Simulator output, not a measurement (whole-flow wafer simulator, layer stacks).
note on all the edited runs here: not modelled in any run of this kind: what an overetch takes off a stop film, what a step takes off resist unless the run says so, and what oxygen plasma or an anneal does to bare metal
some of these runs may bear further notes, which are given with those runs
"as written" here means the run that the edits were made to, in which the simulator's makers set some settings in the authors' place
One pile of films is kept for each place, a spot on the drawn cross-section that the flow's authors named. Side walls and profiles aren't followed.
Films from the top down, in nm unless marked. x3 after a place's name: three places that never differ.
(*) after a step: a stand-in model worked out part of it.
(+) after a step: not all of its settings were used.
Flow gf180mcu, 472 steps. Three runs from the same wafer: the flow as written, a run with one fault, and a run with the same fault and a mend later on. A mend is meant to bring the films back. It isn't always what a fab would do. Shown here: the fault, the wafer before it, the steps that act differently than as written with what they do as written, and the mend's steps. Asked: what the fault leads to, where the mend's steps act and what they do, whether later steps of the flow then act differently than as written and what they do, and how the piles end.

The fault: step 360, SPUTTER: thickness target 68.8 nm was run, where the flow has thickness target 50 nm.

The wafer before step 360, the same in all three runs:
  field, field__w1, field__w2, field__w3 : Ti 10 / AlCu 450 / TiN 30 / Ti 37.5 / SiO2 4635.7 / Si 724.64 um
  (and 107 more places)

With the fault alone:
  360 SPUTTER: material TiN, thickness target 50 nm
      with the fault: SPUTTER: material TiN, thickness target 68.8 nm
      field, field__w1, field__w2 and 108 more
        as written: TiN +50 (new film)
        with the fault: TiN +68.8 (new film)
  Later steps of the flow that act differently than as written (3 more steps differ only slightly, by at most 2% or 0.5 nm, whichever is larger, and aren't shown):
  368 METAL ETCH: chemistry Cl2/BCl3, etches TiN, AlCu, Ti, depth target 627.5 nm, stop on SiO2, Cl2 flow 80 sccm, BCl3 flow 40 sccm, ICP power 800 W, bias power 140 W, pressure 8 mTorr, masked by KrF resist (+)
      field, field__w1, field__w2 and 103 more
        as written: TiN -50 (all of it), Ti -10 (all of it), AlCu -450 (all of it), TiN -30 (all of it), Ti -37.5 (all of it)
        with the fault: TiN -68.8 (all of it), Ti -10 (all of it), AlCu -450 (all of it), TiN -30 (all of it), Ti -37.5 (all of it)
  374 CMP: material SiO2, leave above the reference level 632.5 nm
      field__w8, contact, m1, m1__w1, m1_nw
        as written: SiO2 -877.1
        with the fault: SiO2 -895.9
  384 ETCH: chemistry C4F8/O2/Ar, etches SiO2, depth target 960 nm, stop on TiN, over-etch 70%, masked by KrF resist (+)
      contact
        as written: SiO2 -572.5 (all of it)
        with the fault: SiO2 -553.7 (all of it)
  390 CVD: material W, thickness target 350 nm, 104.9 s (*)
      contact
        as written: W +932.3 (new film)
        with the fault: W +913.3 (new film)
  At the end the piles differ from the flow's by more than 2% or 0.5 nm, whichever is larger, at field__w8, contact, m1, m1__w1, m1_nw.
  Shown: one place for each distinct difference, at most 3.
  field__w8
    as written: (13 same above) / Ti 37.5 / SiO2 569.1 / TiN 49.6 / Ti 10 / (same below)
    with the fault: (13 same above) / Ti 37.5 / SiO2 550.3 / TiN 68.4 / Ti 10 / (same below)
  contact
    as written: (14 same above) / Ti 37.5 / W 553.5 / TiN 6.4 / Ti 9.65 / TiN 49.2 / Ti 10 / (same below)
    with the fault: (14 same above) / Ti 37.5 / W 534.5 / TiN 6.47 / Ti 9.76 / TiN 68 / Ti 10 / (same below)

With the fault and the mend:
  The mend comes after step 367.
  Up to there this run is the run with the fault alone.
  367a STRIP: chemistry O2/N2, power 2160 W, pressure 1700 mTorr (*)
      field__w8, contact, m1, m1__w1, m1_nw
        KrF resist -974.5 (all of it)
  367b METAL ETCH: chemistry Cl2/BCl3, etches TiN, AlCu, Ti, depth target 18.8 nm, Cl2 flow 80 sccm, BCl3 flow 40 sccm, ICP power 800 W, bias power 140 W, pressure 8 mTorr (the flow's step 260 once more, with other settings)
      field, field__w1, field__w2 and 108 more
        TiN -18.8
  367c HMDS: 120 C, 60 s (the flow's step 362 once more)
      changes no film at any place that is followed
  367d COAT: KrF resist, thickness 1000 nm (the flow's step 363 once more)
      field, field__w1, field__w2 and 108 more
        KrF resist +1000 (new film)
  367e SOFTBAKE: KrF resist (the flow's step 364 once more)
      changes no film at any place that is followed
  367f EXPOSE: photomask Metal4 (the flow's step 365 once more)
      changes no film at any place that is followed
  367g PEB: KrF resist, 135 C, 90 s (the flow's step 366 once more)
      field, field__w1, field__w2 and 108 more
        KrF resist -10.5
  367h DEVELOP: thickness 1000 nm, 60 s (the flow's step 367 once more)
      field, field__w1, field__w2 and 103 more
        KrF resist -989.5 (all of it)
      field__w8, contact, m1, m1__w1, m1_nw
        KrF resist -14.9
  No later step of the flow acts differently than as written at any place that is followed.
  At the end the piles are the same as the flow's at every place that both follow.
